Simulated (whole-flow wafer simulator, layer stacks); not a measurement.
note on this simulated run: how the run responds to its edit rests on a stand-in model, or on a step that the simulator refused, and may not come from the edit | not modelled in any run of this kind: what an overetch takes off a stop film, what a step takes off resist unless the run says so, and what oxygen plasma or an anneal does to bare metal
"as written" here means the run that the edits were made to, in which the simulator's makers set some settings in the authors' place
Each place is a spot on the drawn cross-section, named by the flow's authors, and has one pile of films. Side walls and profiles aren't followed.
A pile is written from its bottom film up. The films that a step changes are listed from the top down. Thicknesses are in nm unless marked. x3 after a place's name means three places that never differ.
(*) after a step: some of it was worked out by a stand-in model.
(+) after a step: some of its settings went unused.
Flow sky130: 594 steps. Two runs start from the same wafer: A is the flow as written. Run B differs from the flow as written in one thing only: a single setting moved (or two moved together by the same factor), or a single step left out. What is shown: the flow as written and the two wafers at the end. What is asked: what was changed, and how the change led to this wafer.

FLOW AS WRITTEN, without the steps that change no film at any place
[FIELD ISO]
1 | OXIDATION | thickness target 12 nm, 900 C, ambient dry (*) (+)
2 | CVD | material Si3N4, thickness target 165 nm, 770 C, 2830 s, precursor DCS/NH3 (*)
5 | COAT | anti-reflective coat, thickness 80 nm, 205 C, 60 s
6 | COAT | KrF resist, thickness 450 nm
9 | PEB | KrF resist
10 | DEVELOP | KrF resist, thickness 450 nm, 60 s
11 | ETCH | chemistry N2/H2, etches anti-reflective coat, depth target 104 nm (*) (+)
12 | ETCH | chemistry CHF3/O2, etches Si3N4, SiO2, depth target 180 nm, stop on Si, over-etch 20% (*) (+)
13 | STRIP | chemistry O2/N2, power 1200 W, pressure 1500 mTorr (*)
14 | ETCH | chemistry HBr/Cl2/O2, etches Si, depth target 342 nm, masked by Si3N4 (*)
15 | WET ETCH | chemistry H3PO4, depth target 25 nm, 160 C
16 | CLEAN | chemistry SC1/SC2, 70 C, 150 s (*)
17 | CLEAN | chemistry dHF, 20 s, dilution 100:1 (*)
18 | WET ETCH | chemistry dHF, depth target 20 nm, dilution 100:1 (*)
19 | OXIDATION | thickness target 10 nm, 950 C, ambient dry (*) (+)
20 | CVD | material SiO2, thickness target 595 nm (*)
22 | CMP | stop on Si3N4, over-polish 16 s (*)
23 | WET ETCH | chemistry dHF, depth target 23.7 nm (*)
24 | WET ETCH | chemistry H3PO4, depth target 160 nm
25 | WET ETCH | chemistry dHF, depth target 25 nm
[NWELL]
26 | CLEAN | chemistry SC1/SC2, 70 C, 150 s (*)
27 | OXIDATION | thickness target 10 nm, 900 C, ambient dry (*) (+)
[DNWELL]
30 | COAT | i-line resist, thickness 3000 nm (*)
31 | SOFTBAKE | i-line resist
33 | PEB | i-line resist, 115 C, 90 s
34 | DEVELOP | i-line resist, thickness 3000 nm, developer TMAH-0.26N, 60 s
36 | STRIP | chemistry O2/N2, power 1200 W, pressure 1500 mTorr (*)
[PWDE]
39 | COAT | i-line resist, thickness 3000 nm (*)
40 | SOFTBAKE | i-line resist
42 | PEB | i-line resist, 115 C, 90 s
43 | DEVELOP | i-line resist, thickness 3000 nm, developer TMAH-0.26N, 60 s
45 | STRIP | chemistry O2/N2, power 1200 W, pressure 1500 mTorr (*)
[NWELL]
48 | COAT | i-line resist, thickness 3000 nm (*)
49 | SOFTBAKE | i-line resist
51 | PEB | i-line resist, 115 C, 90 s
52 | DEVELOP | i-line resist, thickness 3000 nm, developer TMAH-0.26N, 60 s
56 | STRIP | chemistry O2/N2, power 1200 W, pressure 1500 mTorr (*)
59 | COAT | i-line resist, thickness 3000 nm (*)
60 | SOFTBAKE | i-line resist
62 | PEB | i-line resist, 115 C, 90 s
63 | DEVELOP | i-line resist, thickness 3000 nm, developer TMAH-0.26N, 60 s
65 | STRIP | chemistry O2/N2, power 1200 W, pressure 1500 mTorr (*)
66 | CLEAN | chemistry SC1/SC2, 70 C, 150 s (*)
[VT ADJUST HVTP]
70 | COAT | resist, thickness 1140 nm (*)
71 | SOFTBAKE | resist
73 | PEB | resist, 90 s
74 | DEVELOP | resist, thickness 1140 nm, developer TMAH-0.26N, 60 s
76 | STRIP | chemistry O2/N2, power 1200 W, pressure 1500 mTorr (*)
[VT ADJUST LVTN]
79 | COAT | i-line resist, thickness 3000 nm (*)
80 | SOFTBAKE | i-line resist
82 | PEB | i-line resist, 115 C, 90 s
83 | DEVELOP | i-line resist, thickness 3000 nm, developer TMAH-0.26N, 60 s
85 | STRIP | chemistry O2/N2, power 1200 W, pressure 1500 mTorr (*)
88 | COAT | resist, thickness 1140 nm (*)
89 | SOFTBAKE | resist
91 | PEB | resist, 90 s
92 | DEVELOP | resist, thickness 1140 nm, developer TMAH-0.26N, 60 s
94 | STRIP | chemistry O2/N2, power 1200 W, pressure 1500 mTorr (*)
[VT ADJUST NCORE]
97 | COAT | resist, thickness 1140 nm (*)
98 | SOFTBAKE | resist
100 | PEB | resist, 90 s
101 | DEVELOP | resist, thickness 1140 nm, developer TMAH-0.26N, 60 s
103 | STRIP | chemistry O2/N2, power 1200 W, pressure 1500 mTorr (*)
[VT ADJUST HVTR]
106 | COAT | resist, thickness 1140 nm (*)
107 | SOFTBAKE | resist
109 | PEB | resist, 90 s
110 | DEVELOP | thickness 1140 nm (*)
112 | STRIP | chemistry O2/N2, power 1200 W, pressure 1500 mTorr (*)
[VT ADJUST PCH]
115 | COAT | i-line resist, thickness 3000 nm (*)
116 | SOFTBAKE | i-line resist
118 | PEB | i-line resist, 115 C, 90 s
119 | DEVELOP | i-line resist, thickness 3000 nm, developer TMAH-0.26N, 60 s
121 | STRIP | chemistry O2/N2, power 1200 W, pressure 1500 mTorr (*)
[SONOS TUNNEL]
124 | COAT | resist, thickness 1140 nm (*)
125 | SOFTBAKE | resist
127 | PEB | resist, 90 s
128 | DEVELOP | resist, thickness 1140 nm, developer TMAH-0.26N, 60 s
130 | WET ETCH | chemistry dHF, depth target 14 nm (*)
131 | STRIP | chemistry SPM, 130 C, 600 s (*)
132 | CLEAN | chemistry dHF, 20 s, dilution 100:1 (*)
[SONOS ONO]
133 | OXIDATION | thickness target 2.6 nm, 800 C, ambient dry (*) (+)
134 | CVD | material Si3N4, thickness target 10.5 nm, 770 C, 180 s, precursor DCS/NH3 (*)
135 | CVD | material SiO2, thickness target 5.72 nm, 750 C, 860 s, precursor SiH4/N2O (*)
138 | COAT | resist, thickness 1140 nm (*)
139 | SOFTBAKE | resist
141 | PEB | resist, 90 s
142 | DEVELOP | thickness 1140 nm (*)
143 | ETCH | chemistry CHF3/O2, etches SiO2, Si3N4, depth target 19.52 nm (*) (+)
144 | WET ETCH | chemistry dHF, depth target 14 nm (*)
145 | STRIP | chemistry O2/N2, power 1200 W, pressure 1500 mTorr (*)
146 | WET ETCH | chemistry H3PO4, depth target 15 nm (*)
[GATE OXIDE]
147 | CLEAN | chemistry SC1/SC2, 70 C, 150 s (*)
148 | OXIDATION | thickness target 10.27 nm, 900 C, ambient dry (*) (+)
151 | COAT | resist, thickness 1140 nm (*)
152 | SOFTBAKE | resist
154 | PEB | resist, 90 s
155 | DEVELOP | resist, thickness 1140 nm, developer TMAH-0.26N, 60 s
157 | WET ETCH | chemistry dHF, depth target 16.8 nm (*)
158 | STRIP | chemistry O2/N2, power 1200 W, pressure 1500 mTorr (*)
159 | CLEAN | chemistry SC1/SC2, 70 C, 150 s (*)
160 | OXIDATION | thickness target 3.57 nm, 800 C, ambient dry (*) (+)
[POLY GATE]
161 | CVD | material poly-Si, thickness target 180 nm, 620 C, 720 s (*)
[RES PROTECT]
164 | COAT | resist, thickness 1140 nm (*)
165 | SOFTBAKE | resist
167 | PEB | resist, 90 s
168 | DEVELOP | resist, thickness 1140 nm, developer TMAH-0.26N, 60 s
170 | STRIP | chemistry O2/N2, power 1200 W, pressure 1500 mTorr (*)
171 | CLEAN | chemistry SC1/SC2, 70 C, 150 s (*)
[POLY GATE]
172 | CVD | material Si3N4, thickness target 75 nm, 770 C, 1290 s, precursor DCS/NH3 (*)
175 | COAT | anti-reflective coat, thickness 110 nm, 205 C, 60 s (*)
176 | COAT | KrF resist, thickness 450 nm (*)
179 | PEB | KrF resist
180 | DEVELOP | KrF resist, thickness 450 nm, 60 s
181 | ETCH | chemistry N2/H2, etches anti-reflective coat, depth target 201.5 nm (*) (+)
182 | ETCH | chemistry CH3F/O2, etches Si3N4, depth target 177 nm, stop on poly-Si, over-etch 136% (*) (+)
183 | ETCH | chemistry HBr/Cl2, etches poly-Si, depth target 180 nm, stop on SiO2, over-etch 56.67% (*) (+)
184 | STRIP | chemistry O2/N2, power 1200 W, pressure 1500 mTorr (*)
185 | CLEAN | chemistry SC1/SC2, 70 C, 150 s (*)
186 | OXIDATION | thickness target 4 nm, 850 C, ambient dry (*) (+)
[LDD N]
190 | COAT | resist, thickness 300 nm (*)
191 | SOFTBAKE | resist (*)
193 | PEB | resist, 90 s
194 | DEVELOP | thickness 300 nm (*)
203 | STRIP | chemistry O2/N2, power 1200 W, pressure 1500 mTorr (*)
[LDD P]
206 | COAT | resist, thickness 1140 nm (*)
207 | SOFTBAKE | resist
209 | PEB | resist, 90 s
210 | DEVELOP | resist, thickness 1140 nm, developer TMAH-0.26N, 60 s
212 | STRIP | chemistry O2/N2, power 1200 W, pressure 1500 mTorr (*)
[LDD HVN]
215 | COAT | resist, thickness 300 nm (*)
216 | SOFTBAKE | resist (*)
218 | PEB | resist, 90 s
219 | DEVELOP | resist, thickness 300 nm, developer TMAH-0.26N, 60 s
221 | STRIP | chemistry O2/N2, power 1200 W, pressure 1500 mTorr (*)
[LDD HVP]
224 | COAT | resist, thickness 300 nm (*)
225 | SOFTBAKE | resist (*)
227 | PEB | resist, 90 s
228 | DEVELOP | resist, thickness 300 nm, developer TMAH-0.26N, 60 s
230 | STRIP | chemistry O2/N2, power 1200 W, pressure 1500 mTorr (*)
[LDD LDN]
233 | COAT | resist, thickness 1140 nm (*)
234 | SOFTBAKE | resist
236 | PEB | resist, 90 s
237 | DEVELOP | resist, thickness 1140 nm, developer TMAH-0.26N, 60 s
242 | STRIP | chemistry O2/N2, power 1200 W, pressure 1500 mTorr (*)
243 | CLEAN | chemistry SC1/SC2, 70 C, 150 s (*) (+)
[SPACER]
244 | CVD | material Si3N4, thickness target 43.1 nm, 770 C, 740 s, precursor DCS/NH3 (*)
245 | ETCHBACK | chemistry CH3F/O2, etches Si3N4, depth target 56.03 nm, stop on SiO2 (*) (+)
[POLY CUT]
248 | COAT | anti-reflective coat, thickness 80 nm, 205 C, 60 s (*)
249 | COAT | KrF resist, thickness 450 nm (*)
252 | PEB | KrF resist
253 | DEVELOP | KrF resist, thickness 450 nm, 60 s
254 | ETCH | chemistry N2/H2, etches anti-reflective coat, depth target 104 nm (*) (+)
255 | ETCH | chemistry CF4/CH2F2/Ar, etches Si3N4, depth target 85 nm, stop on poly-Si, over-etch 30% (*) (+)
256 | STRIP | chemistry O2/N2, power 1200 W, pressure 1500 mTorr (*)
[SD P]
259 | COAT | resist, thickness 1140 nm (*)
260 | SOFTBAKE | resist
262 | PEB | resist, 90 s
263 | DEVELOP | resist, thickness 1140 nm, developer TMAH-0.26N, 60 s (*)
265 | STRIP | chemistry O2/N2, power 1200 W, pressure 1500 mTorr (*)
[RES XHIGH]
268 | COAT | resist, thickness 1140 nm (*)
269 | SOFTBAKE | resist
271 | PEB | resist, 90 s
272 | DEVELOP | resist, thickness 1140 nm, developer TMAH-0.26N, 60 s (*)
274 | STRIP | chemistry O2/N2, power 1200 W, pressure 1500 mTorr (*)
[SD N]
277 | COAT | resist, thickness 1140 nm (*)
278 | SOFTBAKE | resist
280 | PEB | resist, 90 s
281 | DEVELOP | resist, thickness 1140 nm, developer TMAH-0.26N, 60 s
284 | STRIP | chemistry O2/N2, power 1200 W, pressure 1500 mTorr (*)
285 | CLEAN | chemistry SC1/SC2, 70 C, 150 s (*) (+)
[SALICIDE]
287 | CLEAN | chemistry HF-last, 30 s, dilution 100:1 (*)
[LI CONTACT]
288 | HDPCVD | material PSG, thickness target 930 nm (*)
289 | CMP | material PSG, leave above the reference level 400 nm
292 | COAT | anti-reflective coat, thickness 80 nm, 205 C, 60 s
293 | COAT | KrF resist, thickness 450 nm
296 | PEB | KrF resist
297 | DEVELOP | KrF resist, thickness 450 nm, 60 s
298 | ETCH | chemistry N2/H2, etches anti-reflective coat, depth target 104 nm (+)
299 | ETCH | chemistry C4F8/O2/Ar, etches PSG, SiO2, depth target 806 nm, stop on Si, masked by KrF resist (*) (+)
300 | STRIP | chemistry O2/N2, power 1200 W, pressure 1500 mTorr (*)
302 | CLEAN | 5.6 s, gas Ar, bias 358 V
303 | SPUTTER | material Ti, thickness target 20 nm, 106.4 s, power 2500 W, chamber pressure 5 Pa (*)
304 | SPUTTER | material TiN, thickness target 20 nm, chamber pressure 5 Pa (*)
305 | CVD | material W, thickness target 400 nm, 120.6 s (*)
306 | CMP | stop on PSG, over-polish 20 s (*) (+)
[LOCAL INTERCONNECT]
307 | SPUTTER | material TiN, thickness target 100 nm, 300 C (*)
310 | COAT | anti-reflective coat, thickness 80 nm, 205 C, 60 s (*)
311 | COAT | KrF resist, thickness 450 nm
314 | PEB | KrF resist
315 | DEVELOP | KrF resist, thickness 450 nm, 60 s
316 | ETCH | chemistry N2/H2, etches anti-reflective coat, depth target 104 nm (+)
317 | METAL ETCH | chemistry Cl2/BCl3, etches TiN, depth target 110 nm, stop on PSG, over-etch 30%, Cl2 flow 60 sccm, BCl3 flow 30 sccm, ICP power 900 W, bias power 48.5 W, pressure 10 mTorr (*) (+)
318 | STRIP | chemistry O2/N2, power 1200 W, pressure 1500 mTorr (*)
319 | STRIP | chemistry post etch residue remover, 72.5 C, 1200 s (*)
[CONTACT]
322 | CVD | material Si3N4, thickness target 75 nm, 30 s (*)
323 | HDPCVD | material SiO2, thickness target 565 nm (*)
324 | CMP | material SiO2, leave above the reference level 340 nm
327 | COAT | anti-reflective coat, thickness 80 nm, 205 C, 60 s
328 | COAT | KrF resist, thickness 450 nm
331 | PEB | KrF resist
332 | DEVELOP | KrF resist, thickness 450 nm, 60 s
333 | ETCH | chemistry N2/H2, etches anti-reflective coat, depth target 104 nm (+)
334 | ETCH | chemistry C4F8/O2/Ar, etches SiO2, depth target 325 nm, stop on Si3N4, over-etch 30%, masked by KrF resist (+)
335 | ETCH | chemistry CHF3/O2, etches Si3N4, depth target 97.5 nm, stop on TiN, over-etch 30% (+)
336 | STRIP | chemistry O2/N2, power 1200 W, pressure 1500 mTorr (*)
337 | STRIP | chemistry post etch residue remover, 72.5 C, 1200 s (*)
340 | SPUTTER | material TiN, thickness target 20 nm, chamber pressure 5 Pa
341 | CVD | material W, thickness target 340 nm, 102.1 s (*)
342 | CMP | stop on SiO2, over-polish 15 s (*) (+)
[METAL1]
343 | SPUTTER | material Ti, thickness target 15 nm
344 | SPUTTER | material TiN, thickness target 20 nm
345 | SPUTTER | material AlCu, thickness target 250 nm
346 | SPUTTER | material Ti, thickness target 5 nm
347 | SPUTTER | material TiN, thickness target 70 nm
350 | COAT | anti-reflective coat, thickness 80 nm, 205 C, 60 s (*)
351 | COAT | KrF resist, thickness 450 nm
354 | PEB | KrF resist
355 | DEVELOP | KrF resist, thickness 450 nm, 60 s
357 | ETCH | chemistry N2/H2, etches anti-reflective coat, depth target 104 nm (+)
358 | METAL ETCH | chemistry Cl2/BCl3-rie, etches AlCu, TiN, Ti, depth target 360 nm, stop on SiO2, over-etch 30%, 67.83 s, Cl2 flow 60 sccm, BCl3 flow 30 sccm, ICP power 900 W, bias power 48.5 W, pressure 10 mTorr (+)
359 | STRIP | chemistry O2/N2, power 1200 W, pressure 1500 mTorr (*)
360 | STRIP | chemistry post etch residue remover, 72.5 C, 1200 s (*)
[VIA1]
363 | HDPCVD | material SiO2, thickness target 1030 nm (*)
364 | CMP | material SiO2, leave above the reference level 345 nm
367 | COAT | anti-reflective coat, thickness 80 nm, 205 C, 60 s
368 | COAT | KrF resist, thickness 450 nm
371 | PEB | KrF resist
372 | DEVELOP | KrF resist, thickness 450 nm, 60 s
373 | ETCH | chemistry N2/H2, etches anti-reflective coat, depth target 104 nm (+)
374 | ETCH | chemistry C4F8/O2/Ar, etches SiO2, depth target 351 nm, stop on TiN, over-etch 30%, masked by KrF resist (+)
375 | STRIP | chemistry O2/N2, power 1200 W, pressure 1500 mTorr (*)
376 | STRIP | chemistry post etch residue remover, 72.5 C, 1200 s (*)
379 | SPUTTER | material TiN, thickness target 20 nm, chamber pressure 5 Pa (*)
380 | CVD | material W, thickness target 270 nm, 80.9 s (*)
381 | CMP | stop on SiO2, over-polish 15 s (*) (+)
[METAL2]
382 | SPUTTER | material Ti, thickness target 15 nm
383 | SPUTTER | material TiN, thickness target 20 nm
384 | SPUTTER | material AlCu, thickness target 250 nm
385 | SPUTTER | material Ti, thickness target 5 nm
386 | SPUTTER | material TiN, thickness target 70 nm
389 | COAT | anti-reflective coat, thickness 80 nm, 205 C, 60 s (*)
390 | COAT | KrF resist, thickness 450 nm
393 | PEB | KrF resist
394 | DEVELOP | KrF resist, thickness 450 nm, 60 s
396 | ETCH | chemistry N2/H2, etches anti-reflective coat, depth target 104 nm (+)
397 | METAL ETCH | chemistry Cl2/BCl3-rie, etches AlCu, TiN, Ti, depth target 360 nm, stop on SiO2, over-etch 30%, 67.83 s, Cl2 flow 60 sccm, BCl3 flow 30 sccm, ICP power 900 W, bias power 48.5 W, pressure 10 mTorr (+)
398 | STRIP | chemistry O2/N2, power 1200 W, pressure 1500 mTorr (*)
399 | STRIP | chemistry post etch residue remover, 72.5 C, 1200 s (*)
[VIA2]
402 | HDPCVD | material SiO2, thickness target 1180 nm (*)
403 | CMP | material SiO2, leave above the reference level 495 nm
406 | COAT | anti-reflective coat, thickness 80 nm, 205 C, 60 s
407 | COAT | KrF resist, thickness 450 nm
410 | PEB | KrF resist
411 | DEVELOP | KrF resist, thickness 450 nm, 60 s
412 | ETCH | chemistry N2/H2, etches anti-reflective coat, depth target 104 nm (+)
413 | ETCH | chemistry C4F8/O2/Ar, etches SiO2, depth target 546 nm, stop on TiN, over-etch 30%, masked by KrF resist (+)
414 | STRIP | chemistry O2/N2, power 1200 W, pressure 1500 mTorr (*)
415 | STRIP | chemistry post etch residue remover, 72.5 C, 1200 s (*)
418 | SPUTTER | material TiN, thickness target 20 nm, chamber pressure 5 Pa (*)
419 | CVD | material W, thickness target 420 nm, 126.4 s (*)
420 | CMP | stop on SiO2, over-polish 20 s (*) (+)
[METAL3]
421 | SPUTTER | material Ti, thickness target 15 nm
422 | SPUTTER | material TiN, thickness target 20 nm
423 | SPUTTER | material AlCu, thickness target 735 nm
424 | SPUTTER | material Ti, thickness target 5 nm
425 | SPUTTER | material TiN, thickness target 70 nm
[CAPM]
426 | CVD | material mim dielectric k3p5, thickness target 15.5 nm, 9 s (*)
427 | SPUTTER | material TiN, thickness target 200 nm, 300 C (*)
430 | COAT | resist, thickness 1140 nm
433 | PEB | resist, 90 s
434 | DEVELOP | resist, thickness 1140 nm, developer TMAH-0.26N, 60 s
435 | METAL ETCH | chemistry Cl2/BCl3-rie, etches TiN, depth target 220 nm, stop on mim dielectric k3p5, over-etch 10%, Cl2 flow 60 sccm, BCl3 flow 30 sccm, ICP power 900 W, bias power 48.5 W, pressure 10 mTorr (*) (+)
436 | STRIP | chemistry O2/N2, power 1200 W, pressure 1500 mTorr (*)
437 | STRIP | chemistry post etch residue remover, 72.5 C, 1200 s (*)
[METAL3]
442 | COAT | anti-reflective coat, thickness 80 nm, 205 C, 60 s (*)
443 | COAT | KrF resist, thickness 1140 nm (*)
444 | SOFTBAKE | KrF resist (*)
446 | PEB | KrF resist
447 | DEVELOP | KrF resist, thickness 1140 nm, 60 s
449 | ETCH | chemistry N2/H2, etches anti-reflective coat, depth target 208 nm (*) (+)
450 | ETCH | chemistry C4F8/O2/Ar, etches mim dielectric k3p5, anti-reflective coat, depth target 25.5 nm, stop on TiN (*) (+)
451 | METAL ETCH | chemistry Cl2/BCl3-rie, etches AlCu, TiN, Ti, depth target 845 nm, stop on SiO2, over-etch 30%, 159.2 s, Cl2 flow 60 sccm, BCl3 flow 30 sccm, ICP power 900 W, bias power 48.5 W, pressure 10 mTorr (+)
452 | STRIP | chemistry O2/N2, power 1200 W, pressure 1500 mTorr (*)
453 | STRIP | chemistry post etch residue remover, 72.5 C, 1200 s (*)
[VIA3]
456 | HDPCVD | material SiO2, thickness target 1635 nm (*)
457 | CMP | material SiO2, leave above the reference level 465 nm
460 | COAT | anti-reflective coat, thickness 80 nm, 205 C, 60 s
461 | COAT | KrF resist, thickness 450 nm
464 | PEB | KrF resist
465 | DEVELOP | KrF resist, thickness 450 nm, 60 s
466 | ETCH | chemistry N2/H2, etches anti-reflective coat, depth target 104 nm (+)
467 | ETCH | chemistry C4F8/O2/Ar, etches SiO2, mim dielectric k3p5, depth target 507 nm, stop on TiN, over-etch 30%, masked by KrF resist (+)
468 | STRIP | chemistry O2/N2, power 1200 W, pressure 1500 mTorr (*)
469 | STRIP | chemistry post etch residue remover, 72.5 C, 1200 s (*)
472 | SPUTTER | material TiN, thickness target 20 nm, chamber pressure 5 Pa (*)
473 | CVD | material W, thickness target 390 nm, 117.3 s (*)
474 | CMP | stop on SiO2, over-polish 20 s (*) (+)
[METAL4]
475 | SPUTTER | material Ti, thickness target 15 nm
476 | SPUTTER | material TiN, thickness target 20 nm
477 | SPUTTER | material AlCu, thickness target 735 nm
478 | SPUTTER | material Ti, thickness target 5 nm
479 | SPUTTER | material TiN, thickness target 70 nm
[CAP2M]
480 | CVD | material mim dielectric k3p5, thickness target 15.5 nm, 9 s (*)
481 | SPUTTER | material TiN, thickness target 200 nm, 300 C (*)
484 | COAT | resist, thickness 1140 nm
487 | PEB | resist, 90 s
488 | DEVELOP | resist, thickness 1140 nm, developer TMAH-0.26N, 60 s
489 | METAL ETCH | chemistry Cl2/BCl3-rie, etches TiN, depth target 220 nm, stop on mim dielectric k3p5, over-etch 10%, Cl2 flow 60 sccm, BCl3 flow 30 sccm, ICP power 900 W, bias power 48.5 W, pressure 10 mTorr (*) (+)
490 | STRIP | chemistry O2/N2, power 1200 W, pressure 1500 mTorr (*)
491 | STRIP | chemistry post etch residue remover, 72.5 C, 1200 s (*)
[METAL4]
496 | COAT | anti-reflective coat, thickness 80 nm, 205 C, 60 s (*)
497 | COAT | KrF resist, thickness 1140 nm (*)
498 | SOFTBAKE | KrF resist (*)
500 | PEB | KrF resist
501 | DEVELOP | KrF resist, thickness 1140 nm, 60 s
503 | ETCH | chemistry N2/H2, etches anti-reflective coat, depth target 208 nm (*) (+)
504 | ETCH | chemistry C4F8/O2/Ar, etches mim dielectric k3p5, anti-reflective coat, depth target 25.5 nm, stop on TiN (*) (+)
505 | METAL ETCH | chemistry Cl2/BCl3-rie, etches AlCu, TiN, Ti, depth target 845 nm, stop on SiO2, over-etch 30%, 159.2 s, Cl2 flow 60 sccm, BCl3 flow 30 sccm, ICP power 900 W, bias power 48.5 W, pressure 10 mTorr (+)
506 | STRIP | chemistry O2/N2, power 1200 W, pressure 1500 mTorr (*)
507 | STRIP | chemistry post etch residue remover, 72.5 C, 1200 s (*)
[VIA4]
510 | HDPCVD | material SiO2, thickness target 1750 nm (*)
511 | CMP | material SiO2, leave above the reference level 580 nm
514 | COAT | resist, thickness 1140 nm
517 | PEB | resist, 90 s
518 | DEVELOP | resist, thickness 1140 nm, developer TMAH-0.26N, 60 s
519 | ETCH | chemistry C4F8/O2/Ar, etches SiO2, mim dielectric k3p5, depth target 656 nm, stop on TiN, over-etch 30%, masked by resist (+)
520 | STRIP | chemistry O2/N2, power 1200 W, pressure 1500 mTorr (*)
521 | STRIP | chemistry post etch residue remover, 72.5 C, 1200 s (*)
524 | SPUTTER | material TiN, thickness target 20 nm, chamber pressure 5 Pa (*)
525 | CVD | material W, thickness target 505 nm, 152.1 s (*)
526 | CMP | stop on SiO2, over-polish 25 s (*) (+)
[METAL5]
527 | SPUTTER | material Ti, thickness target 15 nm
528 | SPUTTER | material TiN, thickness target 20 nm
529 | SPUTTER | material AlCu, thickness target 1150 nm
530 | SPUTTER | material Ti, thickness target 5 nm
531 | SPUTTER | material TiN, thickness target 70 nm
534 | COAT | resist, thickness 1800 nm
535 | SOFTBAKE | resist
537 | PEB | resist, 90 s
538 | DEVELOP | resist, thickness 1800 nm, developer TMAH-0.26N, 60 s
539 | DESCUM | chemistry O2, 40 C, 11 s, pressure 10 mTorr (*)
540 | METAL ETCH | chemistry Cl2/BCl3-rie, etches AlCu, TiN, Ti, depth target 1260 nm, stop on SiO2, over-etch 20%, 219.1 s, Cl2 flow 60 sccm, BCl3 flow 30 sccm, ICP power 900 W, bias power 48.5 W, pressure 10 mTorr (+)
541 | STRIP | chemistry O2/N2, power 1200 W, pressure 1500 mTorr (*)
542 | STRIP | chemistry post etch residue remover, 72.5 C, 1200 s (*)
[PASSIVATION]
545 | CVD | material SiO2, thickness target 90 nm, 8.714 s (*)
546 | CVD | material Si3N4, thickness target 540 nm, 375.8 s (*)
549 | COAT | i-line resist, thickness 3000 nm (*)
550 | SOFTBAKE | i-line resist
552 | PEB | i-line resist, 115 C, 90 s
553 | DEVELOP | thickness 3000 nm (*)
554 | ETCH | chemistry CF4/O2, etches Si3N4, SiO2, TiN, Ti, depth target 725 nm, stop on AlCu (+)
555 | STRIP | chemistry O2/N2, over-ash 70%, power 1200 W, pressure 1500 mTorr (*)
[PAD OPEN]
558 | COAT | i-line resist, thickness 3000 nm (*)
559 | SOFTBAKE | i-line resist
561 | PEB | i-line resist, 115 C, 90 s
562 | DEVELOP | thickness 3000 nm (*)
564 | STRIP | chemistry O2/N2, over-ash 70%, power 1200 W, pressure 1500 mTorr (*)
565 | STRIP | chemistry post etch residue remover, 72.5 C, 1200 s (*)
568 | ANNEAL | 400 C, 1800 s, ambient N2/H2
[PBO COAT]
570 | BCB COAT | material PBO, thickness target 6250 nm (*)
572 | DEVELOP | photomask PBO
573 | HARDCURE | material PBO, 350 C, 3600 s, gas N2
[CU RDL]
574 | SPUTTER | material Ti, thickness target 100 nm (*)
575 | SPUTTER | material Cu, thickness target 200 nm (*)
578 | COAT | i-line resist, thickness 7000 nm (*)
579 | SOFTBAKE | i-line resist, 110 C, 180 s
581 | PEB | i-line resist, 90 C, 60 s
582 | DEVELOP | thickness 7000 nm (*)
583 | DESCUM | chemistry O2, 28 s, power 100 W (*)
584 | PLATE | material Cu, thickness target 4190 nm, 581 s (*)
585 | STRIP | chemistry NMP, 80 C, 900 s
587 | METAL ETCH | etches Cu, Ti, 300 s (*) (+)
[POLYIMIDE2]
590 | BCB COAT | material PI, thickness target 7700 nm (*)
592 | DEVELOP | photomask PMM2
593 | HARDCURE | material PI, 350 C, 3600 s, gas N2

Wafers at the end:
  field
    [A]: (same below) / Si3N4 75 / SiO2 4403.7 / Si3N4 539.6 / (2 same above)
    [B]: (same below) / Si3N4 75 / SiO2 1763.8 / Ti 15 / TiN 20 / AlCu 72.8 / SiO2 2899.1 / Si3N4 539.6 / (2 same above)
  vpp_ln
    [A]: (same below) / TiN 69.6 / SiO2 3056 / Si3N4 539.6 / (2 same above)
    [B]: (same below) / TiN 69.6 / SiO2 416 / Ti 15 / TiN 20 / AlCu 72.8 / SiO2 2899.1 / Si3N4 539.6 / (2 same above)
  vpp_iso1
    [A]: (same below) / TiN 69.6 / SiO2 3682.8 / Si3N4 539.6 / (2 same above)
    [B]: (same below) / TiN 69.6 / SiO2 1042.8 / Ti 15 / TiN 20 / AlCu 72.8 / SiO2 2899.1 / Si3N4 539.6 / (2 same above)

What caused this: step 423, SPUTTER: thickness target 1102 nm was run, whereas the flow has thickness target 735 nm.

How this came from the change, step by step:
  423 | SPUTTER | material AlCu, thickness target 735 nm
      field, active, n_well and 188 more: A AlCu gains 735 (new film) | B AlCu gains 1102 (new film)
  451 | METAL ETCH | chemistry Cl2/BCl3-rie, etches AlCu, TiN, Ti, depth target 845 nm, stop on SiO2, over-etch 30%, 159.2 s, Cl2 flow 60 sccm, BCl3 flow 30 sccm, ICP power 900 W, bias power 48.5 W, pressure 10 mTorr (+)
      field, active, gate and 69 more: A TiN loses 70 (all of it), Ti loses 5 (all of it), AlCu loses 735 (all of it), TiN loses 20 (all of it), Ti loses 15 (all of it), SiO2 loses 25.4 | B TiN loses 70 (all of it), Ti loses 5 (all of it), AlCu loses 1023.5
      vpp_ln, vpp_iso2, ndiff_ln and 10 more: A TiN loses 70 (all of it), Ti loses 5 (all of it), AlCu loses 735 (all of it), TiN loses 20 (all of it), Ti loses 15 (all of it), SiO2 loses 25.3 | B TiN loses 70 (all of it), Ti loses 5 (all of it), AlCu loses 1023.5
  453 | STRIP | chemistry post etch residue remover, 72.5 C, 1200 s (*)
      field, active, gate and 82 more: A nothing | B AlCu loses 5.72
  456 | HDPCVD | material SiO2, thickness target 1635 nm (*)
      field, active, gate and 82 more: A SiO2 gains 1635 | B SiO2 gains 1635 (new film)
  457 | CMP | material SiO2, leave above the reference level 465 nm
      field, active, gate and 82 more: A SiO2 loses 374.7 | B SiO2 loses 140.8
Taking metal films that touch as one body, field has 1 body; the flow as written gives 0 bodies.
Taking metal films that touch as one body, vpp_ln has 3 bodies (between them, from the top down: SiO2 416; SiO2 267.2); the flow as written gives 2 bodies (between them, from the top down: SiO2 267.2).
Taking metal films that touch as one body, vpp_iso1 has 2 bodies (between them, from the top down: SiO2 1042.8); the flow as written gives 1 body.
